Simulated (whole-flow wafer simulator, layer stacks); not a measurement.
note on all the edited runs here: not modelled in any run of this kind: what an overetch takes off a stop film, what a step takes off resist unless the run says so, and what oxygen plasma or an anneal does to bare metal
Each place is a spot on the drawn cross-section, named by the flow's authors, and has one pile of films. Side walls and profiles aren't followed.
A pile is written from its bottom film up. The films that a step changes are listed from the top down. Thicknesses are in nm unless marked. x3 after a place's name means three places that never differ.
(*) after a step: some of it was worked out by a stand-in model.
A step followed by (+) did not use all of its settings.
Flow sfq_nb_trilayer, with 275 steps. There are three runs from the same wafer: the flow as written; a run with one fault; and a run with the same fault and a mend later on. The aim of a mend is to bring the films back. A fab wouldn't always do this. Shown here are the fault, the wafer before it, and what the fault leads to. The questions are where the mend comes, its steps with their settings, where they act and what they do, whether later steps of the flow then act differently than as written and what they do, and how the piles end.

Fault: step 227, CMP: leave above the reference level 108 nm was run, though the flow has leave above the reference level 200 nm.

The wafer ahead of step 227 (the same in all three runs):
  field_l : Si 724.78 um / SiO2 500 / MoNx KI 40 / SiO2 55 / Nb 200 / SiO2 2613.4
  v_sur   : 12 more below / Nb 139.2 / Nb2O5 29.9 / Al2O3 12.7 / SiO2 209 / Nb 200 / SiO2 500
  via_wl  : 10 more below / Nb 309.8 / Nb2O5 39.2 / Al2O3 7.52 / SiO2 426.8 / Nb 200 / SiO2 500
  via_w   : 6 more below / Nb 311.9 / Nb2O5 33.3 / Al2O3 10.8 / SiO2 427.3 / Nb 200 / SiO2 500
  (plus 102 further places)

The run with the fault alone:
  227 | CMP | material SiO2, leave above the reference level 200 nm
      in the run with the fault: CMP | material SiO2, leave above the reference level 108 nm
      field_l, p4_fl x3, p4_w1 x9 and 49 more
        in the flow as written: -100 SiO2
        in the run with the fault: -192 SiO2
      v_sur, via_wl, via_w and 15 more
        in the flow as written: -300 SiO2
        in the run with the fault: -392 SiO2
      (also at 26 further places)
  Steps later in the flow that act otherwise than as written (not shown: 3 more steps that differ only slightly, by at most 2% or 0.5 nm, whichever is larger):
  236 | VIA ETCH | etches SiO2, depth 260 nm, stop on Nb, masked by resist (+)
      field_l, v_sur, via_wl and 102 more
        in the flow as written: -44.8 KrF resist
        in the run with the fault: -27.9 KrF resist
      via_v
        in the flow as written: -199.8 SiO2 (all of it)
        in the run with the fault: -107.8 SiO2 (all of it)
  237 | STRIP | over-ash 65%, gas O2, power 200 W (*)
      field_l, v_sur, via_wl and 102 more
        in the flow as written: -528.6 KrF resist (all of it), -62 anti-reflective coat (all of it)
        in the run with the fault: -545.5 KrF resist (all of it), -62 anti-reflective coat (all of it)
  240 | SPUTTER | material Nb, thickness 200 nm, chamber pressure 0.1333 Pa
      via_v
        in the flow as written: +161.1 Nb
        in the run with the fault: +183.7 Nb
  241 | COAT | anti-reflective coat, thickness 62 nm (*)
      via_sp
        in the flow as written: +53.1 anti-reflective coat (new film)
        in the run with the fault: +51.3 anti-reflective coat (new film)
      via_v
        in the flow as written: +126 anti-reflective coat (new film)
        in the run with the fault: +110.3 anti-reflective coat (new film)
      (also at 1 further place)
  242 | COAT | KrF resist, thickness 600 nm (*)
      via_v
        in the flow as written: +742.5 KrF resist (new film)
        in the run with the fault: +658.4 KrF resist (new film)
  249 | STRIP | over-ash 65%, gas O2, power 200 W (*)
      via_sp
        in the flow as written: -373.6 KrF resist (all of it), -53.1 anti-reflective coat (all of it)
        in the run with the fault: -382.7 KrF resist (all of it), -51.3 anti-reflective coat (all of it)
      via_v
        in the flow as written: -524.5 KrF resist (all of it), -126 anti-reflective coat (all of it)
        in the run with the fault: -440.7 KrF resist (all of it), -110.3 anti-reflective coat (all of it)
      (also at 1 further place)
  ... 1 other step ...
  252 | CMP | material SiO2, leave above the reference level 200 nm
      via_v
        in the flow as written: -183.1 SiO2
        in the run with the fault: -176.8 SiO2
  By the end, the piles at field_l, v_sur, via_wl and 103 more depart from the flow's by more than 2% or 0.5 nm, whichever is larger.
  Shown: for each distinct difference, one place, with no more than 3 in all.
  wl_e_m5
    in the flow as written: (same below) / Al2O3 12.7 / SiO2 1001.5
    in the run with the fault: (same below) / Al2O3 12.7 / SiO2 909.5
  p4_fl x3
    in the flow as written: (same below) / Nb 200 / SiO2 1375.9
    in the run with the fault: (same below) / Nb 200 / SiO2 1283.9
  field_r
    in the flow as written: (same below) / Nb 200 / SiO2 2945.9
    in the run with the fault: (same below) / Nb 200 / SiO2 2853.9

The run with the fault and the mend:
  The mend follows step 234.
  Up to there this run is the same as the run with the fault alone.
  234a | STRIP | over-ash 65%, gas O2, power 200 W (*)
      field_l, v_sur, via_wl and 102 more
        -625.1 KrF resist (all of it), -62 anti-reflective coat (all of it)
      via_v
        -62 anti-reflective coat (all of it)
  234b | PECVD | material SiO2, thickness 92 nm, 150 C, 20.44 s, RF power 183.3 W, pressure 2.4 Torr, precursor SiH4/N2O (a further turn of the flow's step 226, with different settings)
      field_l, v_sur, via_wl and 103 more
        +92 SiO2
  234c | COAT | anti-reflective coat, thickness 62 nm (a further turn of the flow's step 229)
      field_l, v_sur, via_wl and 103 more
        +62 anti-reflective coat (new film)
  234d | COAT | KrF resist, thickness 650 nm (a further turn of the flow's step 230)
      field_l, v_sur, via_wl and 103 more
        +650 KrF resist (new film)
  234e | SOFTBAKE | KrF resist (a further turn of the flow's step 231)
      alters no film at any place that is followed
  234f | EXPOSE | photomask I6, dose 11.91 mJ/cm2, NA 0.6, wavelength 248 nm (*) (a further turn of the flow's step 232)
      alters no film at any place that is followed
  234g | PEB | KrF resist, 90 s (a further turn of the flow's step 233)
      field_l, v_sur, via_wl and 103 more
        -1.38 KrF resist
  234h | DEVELOP | KrF resist, thickness 650 nm, 60 s (a further turn of the flow's step 234)
      field_l, v_sur, via_wl and 102 more
        -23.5 KrF resist
      via_v
        -648.6 KrF resist (all of it)
  Later steps of the flow that are run all act as written at every place that is followed, up to a difference of at most 2% or 0.5 nm, whichever is larger.
  At every place that both follow, the piles at the end match the flow's.
